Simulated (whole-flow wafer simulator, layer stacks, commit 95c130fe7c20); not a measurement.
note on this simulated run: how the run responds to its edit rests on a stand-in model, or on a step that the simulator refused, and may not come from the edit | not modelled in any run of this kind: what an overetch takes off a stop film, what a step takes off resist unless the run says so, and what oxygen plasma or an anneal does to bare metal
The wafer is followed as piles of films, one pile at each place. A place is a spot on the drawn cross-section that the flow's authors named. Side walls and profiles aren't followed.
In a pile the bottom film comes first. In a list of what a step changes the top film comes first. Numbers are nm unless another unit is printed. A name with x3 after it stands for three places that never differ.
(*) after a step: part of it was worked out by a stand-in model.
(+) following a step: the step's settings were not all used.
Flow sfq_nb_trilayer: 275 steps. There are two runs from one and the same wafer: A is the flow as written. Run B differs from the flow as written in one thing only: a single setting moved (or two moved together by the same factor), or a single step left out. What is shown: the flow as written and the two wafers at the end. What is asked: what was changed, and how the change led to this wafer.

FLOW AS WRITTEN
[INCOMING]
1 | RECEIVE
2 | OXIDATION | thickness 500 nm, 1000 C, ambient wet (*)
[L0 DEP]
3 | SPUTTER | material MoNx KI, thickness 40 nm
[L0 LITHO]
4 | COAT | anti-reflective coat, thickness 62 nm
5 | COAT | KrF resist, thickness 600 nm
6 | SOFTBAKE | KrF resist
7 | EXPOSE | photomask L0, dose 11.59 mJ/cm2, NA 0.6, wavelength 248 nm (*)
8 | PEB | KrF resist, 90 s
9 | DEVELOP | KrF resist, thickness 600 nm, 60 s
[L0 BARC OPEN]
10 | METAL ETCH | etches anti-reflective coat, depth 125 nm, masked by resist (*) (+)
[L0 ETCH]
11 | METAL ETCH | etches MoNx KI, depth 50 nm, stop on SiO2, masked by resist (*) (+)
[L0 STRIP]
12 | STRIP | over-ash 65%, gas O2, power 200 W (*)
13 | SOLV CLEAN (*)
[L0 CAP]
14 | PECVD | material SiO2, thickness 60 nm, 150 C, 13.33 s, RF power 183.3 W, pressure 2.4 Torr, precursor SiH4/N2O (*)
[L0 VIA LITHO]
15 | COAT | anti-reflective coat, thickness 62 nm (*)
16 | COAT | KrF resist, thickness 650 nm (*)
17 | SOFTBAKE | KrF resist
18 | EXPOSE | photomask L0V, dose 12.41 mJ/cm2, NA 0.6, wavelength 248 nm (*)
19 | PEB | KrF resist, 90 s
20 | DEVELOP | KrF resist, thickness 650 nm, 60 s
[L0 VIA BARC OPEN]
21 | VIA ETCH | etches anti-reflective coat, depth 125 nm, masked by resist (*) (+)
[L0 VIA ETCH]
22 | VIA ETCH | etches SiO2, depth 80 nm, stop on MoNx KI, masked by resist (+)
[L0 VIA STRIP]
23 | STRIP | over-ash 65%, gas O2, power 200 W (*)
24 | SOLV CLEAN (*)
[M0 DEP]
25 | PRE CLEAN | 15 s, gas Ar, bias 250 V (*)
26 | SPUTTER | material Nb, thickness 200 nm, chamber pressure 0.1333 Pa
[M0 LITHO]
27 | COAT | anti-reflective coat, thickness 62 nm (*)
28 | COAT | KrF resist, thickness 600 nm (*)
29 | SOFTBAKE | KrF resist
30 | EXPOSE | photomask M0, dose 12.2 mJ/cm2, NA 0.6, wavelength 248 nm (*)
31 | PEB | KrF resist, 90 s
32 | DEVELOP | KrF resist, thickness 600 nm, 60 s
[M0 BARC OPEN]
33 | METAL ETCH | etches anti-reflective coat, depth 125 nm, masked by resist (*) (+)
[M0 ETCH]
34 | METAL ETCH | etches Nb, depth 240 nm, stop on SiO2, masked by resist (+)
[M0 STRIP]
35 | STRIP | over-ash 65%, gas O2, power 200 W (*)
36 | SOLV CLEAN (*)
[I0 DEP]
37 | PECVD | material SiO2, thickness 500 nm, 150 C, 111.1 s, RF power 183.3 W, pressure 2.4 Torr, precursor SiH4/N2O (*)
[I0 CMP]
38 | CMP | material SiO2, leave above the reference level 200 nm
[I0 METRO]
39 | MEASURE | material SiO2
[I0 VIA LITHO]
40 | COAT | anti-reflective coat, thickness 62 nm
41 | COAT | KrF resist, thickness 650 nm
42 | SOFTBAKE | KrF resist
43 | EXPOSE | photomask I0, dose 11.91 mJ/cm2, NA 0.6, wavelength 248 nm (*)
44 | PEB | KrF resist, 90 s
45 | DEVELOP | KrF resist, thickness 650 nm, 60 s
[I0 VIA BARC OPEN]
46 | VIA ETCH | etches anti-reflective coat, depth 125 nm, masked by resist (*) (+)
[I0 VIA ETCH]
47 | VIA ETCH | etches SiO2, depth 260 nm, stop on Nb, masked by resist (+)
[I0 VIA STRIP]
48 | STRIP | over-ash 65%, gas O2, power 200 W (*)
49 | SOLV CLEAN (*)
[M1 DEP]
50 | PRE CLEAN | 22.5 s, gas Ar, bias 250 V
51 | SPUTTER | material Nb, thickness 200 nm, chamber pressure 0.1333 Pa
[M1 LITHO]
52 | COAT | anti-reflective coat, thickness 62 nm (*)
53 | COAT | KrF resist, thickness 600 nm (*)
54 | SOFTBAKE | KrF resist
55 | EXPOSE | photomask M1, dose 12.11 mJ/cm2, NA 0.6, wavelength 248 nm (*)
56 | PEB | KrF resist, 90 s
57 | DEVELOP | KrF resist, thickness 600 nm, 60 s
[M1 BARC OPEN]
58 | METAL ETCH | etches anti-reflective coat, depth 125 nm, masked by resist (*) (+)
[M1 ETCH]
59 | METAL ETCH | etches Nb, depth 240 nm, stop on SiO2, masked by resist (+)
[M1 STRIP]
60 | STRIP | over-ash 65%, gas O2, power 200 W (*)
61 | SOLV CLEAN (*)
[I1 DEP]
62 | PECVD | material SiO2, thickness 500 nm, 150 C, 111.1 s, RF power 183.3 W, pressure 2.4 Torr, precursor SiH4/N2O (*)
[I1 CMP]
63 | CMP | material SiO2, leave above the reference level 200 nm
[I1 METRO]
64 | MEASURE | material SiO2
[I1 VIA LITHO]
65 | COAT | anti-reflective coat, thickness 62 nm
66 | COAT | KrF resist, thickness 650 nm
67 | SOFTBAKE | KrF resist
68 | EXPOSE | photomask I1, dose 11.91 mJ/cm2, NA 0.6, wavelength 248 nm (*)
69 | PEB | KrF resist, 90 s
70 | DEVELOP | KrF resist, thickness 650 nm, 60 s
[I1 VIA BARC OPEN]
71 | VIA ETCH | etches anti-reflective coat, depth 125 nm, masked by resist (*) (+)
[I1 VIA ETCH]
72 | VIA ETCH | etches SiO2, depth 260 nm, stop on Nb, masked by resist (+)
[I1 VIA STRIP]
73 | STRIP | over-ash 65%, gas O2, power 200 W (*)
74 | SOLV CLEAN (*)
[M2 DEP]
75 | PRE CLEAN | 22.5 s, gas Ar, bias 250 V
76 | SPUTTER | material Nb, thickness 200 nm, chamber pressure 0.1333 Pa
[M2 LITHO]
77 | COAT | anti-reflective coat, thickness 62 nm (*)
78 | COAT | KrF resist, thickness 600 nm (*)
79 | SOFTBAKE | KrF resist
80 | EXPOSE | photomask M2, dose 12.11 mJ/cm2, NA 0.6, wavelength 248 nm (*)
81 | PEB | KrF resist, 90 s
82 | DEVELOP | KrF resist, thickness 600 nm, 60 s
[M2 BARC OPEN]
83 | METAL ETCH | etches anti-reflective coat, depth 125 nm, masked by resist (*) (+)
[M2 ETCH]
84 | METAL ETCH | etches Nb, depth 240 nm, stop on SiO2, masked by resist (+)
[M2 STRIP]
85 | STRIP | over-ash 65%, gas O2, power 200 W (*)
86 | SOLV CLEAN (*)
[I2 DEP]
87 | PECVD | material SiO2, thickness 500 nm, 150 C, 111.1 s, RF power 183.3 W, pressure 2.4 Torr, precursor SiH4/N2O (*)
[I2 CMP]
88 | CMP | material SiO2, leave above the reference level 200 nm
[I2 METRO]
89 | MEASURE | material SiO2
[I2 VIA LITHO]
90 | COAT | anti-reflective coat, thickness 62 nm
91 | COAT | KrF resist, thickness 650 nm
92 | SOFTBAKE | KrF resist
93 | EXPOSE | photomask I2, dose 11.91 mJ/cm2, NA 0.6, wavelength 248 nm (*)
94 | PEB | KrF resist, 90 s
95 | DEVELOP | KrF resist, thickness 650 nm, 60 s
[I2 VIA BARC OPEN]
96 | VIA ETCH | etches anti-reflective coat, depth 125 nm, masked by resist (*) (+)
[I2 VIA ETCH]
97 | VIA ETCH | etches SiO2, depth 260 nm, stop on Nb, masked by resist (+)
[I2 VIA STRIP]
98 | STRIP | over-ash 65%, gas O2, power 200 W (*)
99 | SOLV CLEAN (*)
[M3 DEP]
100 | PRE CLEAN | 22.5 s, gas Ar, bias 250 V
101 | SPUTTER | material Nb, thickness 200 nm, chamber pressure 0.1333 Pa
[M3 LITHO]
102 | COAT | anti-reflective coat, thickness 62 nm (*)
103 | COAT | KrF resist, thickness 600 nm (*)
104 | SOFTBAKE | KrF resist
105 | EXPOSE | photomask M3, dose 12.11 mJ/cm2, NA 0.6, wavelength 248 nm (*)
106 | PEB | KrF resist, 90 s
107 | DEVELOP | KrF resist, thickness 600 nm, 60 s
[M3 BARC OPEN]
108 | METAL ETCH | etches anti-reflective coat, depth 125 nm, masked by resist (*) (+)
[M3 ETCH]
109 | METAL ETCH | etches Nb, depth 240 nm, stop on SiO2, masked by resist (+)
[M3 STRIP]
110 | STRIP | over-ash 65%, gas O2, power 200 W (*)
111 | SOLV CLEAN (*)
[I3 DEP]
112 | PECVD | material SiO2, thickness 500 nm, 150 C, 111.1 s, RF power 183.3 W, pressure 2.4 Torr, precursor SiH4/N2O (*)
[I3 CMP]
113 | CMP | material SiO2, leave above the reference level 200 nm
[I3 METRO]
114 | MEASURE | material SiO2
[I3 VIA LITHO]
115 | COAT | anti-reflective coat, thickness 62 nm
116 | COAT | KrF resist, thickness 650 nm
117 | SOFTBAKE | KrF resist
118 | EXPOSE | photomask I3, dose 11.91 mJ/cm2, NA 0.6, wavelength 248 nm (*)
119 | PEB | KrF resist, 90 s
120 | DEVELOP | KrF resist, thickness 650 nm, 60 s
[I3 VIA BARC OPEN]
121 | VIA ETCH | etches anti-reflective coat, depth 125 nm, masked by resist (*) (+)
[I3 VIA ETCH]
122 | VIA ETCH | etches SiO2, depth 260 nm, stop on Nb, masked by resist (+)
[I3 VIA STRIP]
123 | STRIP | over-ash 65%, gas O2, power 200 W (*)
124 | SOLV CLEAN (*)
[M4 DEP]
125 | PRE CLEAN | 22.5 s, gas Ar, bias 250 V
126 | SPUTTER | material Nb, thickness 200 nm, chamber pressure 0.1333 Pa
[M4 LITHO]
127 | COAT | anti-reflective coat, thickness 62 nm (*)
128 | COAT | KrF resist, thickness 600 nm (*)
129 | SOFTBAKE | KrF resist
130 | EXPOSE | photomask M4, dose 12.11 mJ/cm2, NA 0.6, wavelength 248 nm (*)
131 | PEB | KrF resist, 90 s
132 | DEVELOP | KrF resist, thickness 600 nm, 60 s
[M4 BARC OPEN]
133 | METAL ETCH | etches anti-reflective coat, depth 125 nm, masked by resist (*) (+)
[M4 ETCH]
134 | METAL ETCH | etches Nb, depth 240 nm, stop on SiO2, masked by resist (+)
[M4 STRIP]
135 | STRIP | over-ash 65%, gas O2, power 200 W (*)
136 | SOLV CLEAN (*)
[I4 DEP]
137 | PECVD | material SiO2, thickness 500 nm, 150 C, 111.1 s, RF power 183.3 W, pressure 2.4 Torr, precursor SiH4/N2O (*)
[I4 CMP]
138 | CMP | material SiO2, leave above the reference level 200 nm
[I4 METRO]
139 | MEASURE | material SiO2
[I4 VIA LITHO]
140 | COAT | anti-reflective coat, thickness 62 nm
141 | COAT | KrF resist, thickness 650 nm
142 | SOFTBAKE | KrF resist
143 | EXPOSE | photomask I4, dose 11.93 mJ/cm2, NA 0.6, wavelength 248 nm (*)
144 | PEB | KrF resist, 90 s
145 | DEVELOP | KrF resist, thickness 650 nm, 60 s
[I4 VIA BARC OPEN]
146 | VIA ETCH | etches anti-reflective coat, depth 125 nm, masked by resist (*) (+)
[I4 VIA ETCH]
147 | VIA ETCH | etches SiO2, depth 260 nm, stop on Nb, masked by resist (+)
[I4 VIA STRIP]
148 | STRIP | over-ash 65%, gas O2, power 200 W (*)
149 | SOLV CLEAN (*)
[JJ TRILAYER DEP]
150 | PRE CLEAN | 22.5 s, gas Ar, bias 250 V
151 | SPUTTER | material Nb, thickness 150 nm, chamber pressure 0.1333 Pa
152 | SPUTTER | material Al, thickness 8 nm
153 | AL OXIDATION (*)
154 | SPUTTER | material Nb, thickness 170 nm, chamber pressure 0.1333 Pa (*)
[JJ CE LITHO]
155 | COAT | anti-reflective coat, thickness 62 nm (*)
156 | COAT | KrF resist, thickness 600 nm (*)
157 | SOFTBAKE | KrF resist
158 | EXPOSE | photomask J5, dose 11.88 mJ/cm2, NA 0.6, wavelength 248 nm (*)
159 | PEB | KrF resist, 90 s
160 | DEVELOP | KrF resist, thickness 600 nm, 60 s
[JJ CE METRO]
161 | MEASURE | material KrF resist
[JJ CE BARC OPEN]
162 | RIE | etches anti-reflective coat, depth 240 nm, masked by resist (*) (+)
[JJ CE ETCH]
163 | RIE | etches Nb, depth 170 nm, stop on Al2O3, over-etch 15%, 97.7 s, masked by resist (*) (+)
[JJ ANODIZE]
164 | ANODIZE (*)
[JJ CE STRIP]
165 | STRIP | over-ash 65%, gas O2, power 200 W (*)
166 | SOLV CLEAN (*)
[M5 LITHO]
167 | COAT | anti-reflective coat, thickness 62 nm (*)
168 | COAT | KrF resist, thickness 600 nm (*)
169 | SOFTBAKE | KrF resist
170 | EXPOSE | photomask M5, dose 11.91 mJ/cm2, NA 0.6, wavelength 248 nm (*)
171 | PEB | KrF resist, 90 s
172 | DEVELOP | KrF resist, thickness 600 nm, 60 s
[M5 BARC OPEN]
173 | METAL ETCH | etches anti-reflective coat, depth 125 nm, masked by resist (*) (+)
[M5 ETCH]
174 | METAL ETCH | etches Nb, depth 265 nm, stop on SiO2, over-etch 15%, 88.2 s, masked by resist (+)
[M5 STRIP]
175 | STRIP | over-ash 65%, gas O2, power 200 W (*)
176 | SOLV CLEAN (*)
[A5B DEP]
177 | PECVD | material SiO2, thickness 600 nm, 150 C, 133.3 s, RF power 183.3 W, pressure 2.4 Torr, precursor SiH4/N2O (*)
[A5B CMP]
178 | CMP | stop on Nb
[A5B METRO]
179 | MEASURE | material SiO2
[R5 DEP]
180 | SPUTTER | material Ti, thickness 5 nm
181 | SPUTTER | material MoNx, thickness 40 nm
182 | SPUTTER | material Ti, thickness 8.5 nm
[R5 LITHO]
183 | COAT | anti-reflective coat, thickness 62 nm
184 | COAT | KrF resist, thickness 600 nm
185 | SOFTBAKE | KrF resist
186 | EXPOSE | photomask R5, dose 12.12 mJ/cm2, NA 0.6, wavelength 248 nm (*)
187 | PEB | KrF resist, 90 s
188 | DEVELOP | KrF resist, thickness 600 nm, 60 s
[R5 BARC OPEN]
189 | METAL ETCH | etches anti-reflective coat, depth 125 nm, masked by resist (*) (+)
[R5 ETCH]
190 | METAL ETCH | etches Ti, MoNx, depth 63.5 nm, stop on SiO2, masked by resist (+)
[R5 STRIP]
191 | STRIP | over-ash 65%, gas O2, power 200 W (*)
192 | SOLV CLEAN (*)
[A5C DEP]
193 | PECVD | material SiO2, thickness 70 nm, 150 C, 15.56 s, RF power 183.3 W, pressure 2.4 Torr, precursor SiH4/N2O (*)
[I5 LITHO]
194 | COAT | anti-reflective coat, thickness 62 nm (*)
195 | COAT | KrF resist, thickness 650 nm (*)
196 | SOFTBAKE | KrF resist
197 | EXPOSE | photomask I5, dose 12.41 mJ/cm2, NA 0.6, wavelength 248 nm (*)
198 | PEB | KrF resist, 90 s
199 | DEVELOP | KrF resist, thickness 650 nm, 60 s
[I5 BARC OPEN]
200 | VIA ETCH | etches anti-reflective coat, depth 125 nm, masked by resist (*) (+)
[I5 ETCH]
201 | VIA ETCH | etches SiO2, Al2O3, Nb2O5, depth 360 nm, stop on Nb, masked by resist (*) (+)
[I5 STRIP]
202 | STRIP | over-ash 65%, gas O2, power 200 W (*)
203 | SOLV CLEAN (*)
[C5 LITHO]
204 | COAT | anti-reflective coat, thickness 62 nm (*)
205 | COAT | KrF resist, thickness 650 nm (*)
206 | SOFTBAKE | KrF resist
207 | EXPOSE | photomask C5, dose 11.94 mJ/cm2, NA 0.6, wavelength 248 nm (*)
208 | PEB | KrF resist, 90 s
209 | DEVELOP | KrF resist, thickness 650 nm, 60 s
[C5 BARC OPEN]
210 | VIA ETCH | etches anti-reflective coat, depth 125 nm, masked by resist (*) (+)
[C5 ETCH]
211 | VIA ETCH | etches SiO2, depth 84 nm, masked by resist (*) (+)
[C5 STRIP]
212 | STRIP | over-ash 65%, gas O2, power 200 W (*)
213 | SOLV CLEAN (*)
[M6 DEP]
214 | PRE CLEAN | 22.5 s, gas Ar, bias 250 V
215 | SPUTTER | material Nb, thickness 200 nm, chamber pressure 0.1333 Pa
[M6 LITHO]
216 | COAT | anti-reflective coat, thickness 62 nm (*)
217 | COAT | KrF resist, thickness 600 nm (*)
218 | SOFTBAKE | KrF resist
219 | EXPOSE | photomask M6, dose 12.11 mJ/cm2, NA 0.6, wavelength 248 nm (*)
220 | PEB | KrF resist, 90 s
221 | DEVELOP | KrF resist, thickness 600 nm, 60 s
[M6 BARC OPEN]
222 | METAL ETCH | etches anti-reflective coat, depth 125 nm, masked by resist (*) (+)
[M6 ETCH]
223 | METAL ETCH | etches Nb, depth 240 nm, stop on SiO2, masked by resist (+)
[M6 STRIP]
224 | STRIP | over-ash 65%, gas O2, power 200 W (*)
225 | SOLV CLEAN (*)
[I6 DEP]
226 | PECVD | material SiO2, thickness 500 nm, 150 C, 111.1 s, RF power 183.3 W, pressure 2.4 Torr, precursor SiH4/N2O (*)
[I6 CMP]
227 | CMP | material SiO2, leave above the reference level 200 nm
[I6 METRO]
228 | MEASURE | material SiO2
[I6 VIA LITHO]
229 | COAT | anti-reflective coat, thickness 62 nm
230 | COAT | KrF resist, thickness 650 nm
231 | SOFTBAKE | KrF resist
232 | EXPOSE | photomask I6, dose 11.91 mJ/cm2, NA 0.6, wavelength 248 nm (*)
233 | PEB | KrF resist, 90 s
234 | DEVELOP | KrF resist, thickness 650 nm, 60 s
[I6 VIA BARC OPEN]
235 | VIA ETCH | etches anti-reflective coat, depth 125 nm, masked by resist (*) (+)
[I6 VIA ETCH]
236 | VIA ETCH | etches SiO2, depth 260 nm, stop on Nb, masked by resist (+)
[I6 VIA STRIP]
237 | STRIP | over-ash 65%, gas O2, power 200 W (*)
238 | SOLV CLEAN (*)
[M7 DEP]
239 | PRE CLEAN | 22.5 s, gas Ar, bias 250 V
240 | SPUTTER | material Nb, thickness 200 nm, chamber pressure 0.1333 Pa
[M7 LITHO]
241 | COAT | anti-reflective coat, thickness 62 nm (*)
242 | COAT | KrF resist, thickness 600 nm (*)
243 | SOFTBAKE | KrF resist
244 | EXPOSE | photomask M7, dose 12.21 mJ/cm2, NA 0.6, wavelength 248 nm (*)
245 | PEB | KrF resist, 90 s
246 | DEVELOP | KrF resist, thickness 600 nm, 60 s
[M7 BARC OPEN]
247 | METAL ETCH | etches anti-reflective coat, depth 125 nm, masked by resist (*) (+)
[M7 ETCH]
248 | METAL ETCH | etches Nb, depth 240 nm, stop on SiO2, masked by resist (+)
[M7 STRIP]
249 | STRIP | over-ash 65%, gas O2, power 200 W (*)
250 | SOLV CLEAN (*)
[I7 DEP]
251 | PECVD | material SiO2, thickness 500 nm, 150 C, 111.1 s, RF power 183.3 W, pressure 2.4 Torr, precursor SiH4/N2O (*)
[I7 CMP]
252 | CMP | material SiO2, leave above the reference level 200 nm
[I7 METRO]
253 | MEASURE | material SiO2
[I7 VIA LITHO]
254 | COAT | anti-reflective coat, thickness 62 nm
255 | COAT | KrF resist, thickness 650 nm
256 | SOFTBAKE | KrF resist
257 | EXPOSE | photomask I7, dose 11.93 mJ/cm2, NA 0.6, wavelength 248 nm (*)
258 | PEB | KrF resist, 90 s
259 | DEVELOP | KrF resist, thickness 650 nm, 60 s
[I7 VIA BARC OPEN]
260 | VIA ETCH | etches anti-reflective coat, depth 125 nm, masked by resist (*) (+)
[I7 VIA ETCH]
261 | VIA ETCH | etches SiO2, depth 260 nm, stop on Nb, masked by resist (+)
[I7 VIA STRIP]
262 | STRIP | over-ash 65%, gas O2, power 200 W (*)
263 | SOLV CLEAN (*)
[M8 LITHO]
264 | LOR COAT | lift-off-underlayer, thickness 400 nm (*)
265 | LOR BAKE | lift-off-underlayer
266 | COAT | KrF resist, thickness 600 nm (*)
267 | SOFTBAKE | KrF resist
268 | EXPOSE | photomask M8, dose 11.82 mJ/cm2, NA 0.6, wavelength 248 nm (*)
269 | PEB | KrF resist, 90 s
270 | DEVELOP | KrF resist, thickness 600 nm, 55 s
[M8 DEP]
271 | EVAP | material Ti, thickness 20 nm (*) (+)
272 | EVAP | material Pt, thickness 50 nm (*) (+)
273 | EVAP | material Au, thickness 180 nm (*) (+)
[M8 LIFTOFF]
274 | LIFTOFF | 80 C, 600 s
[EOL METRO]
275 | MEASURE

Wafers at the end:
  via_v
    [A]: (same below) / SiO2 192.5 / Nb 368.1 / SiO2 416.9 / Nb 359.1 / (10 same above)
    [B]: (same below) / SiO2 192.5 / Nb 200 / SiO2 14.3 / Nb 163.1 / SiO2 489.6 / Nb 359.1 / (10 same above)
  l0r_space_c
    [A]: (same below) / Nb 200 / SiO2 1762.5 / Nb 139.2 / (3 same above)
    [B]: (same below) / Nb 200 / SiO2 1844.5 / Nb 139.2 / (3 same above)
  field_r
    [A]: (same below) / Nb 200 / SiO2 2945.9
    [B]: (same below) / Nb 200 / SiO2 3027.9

The reason: step 63, CMP: leave above the reference level 282 nm was run, though the flow has leave above the reference level 200 nm.

The path from the change to this, step by step:
  63 | CMP | material SiO2, leave above the reference level 200 nm
      field_l, be, be_sur and 72 more: A -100 SiO2 | B -18 SiO2
      v_sur, via_wl, via_wr and 20 more: A -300 SiO2 | B -218 SiO2
      (also at 8 further places)
  72 | VIA ETCH | etches SiO2, depth 260 nm, stop on Nb, masked by resist (+)
      via_v: A -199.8 SiO2 (all of it) | B -260 SiO2
  75 | PRE CLEAN | 22.5 s, gas Ar, bias 250 V
      via_v: A -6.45 Nb | B -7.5 SiO2
  76 | SPUTTER | material Nb, thickness 200 nm, chamber pressure 0.1333 Pa
      via_v: A +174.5 Nb | B +163.1 Nb (new film)
  77 | COAT | anti-reflective coat, thickness 62 nm (*)
      via_sp: A +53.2 anti-reflective coat (new film) | B +51.9 anti-reflective coat (new film)
      via_v: A +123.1 anti-reflective coat (new film) | B +136.1 anti-reflective coat (new film)
      (also at 1 further place)
  78 | COAT | KrF resist, thickness 600 nm (*)
      via_v: A +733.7 KrF resist (new film) | B +783.4 KrF resist (new film)
  85 | STRIP | over-ash 65%, gas O2, power 200 W (*)
      via_sp: A -374.4 KrF resist (all of it), -53.2 anti-reflective coat (all of it) | B -370.4 KrF resist (all of it), -51.9 anti-reflective coat (all of it)
      via_v: A -515.8 KrF resist (all of it), -123.1 anti-reflective coat (all of it) | B -565.3 KrF resist (all of it), -136.1 anti-reflective coat (all of it)
      (also at 1 further place)
  87 | PECVD | material SiO2, thickness 500 nm, 150 C, 111.1 s, RF power 183.3 W, pressure 2.4 Torr, precursor SiH4/N2O (*)
      via_v: A +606 SiO2 (new film) | B +678.7 SiO2 (new film)
Taking metal films that touch as one body, via_v has 7 bodies (between them, from the top down: SiO2 437.8; SiO2 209 / Al2O3 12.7 / Nb2O5 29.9; SiO2 425.9; SiO2 489.6; SiO2 14.3; SiO2 192.5); the flow as written gives 6 bodies (between them, from the top down: SiO2 437.8; SiO2 209 / Al2O3 12.7 / Nb2O5 29.9; SiO2 425.9; SiO2 416.9; SiO2 192.5).
